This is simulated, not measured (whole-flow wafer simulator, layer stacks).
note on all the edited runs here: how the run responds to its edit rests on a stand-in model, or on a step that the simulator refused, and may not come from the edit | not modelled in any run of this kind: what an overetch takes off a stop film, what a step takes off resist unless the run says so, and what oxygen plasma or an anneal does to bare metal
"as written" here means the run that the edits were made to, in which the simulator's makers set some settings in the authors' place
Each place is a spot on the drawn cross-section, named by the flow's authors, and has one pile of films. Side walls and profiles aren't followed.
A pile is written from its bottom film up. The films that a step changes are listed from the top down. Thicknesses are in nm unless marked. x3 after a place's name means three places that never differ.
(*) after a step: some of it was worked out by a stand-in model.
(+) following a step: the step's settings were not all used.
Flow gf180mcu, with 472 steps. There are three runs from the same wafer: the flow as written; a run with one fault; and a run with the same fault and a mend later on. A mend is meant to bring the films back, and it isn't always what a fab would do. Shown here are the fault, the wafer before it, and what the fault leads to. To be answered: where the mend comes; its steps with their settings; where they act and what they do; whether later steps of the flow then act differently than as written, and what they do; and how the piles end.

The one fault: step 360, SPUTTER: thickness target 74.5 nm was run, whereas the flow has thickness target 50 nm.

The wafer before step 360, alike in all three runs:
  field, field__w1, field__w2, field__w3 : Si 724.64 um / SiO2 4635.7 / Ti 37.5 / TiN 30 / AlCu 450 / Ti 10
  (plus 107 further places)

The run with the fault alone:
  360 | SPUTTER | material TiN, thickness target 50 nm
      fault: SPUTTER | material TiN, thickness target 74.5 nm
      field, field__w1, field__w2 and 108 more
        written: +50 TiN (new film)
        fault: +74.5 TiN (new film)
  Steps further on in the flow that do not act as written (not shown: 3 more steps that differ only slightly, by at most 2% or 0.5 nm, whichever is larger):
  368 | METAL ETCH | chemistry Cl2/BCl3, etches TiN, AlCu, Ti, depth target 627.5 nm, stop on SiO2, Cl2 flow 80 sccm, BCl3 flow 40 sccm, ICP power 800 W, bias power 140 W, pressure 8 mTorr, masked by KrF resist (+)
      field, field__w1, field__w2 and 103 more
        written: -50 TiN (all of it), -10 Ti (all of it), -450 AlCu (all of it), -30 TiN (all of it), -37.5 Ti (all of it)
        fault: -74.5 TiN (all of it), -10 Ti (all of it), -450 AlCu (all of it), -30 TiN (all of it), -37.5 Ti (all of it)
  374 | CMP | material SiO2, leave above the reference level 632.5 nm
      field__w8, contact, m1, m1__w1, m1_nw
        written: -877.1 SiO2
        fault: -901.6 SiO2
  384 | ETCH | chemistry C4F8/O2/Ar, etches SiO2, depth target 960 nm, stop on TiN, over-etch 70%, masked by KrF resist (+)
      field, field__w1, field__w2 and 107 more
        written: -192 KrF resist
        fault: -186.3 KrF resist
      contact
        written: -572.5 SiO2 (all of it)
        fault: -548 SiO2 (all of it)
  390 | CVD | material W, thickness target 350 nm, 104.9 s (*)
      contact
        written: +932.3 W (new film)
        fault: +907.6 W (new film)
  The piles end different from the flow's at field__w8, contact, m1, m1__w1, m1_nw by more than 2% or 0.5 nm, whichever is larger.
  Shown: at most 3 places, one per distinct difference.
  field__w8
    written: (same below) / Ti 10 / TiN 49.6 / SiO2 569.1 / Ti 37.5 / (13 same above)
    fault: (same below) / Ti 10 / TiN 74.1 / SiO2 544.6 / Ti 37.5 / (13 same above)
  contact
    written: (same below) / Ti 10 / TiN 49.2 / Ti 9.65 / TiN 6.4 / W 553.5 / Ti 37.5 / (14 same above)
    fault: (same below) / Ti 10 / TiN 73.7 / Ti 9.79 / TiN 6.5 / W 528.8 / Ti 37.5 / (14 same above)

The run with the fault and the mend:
  The mend follows step 367.
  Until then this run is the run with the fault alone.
  367a | STRIP | chemistry O2/N2, power 2160 W, pressure 1700 mTorr (*)
      field__w8, contact, m1, m1__w1, m1_nw
        -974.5 KrF resist (all of it)
  367b | METAL ETCH | chemistry Cl2/BCl3, etches TiN, AlCu, Ti, depth target 24.5 nm, Cl2 flow 80 sccm, BCl3 flow 40 sccm, ICP power 800 W, bias power 140 W, pressure 8 mTorr (the flow's step 260 again, with other settings)
      field, field__w1, field__w2 and 108 more
        -24.5 TiN
  367c | HMDS | 120 C, 60 s (the flow's step 362 again)
      leaves every film unchanged at each place that is followed
  367d | COAT | KrF resist, thickness 1000 nm (the flow's step 363 again)
      field, field__w1, field__w2 and 108 more
        +1000 KrF resist (new film)
  367e | SOFTBAKE | KrF resist (the flow's step 364 again)
      leaves every film unchanged at each place that is followed
  367f | EXPOSE | photomask Metal4 (the flow's step 365 again)
      leaves every film unchanged at each place that is followed
  367g | PEB | KrF resist, 135 C, 90 s (the flow's step 366 again)
      field, field__w1, field__w2 and 108 more
        -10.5 KrF resist
  367h | DEVELOP | thickness 1000 nm, 60 s (the flow's step 367 again)
      field, field__w1, field__w2 and 103 more
        -989.5 KrF resist (all of it)
      field__w8, contact, m1, m1__w1, m1_nw
        -14.9 KrF resist
  None of the later steps of the flow acts differently than as written at any place that is followed.
  The piles end the same as the flow's at every place that both follow.
